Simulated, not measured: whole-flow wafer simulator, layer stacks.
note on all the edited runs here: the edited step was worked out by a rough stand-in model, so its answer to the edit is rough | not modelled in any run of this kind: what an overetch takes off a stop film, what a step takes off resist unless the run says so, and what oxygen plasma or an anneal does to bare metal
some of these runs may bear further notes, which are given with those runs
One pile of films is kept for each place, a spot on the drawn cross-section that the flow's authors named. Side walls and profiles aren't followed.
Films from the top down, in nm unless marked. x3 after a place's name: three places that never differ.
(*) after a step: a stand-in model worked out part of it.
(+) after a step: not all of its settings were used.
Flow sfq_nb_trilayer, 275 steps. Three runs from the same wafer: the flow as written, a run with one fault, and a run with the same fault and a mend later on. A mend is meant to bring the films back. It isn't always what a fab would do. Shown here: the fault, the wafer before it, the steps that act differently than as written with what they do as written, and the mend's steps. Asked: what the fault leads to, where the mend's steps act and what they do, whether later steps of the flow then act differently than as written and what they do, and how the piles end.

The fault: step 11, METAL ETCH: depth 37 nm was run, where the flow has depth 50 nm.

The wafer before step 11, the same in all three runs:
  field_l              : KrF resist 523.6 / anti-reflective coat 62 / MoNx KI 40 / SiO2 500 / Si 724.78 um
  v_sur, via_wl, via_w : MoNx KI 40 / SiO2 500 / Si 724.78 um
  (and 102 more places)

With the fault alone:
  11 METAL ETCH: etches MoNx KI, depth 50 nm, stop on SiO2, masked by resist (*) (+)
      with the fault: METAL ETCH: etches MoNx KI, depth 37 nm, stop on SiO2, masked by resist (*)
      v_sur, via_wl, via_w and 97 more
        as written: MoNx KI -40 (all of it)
        with the fault: MoNx KI -37
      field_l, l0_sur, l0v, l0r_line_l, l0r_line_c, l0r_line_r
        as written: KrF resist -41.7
        with the fault: KrF resist -30.8
  Later steps of the flow that act differently than as written (13 more steps differ only slightly, by at most 2% or 0.5 nm, whichever is larger, and aren't shown):
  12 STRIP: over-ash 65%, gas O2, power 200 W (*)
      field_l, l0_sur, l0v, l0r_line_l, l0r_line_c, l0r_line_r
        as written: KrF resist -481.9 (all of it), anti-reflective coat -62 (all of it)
        with the fault: KrF resist -492.7 (all of it), anti-reflective coat -62 (all of it)
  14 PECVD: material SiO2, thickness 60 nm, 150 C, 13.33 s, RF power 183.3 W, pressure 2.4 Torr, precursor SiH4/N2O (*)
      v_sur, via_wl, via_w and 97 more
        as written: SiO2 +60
        with the fault: SiO2 +60 (new film)
  At the end the piles differ from the flow's by more than 2% or 0.5 nm, whichever is larger, at v_sur, via_wl, via_w and 97 more.
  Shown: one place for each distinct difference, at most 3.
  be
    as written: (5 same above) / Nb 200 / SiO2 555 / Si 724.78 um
    with the fault: (5 same above) / Nb 200 / SiO2 55 / MoNx KI 3 / SiO2 500 / Si 724.78 um
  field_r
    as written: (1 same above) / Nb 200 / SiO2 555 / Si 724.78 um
    with the fault: (1 same above) / Nb 200 / SiO2 55 / MoNx KI 3 / SiO2 500 / Si 724.78 um
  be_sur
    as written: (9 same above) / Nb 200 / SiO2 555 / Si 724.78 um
    with the fault: (9 same above) / Nb 200 / SiO2 55 / MoNx KI 3 / SiO2 500 / Si 724.78 um

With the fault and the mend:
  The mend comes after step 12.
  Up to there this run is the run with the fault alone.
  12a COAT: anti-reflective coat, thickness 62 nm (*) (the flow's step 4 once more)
      p4_fl x3, p4_w1 x9, p4_g1 x2 and 59 more
        anti-reflective coat +62 (new film)
      be, be_sur, gap and 10 more
        anti-reflective coat +63.6 (new film)
      via_v, wire, field_r, lsp_l
        anti-reflective coat +63.7 (new film)
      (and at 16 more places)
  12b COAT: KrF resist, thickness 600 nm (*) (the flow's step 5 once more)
      p4_fl x3, p4_w1 x9, p4_g1 x2 and 59 more
        KrF resist +600 (new film)
      ce_l, c5j, ce_r, sp_r, be_r, r_sur
        KrF resist +606.2 (new film)
      gap, jj_sur, res
        KrF resist +606.3 (new film)
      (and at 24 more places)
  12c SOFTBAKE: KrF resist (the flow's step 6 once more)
      changes no film at any place that is followed
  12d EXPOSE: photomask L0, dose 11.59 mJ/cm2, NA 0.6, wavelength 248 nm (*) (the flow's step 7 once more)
      changes no film at any place that is followed
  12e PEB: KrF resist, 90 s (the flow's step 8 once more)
      p4_fl x3, p4_w1 x9, p4_g1 x2 and 62 more
        KrF resist -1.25
      v_sur, via_w, via_wr and 21 more
        KrF resist -1.27
      field_l, l0_sur
        KrF resist -1.24
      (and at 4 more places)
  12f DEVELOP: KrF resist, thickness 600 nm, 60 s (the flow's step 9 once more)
      p4_fl x3, p4_w1 x9, p4_g1 x2 and 59 more
        KrF resist -598.7 (all of it)
      gap, jj_sur, ce_l, c5j, ce_r, be_r, r_sur, res
        KrF resist -605 (all of it)
      field_l, l0_sur, l0v, l0r_line_l, l0r_line_c, l0r_line_r
        KrF resist -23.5
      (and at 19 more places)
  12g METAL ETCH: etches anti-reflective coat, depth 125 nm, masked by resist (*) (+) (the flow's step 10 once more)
      p4_fl x3, p4_w1 x9, p4_g1 x2 and 59 more
        anti-reflective coat -62 (all of it)
      be, be_sur, gap and 10 more
        anti-reflective coat -63.6 (all of it)
      field_l, l0_sur, l0v, l0r_line_l, l0r_line_c, l0r_line_r
        KrF resist -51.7
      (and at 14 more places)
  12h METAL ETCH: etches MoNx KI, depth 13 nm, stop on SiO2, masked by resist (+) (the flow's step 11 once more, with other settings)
      v_sur, via_wl, via_w and 97 more
        MoNx KI -3 (all of it)
      field_l, l0_sur, l0v, l0r_line_l, l0r_line_c, l0r_line_r
        KrF resist -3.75
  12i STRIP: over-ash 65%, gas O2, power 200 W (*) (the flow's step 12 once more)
      l0r_line_l, l0r_line_c, l0r_line_r
        KrF resist -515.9 (all of it), anti-reflective coat -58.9 (all of it)
      field_l
        KrF resist -511.2 (all of it), anti-reflective coat -56.8 (all of it)
      l0_sur
        KrF resist -512.8 (all of it), anti-reflective coat -54.2 (all of it)
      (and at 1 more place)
  No later step of the flow acts differently than as written at any place that is followed.
  At the end the piles are the same as the flow's at every place that both follow.
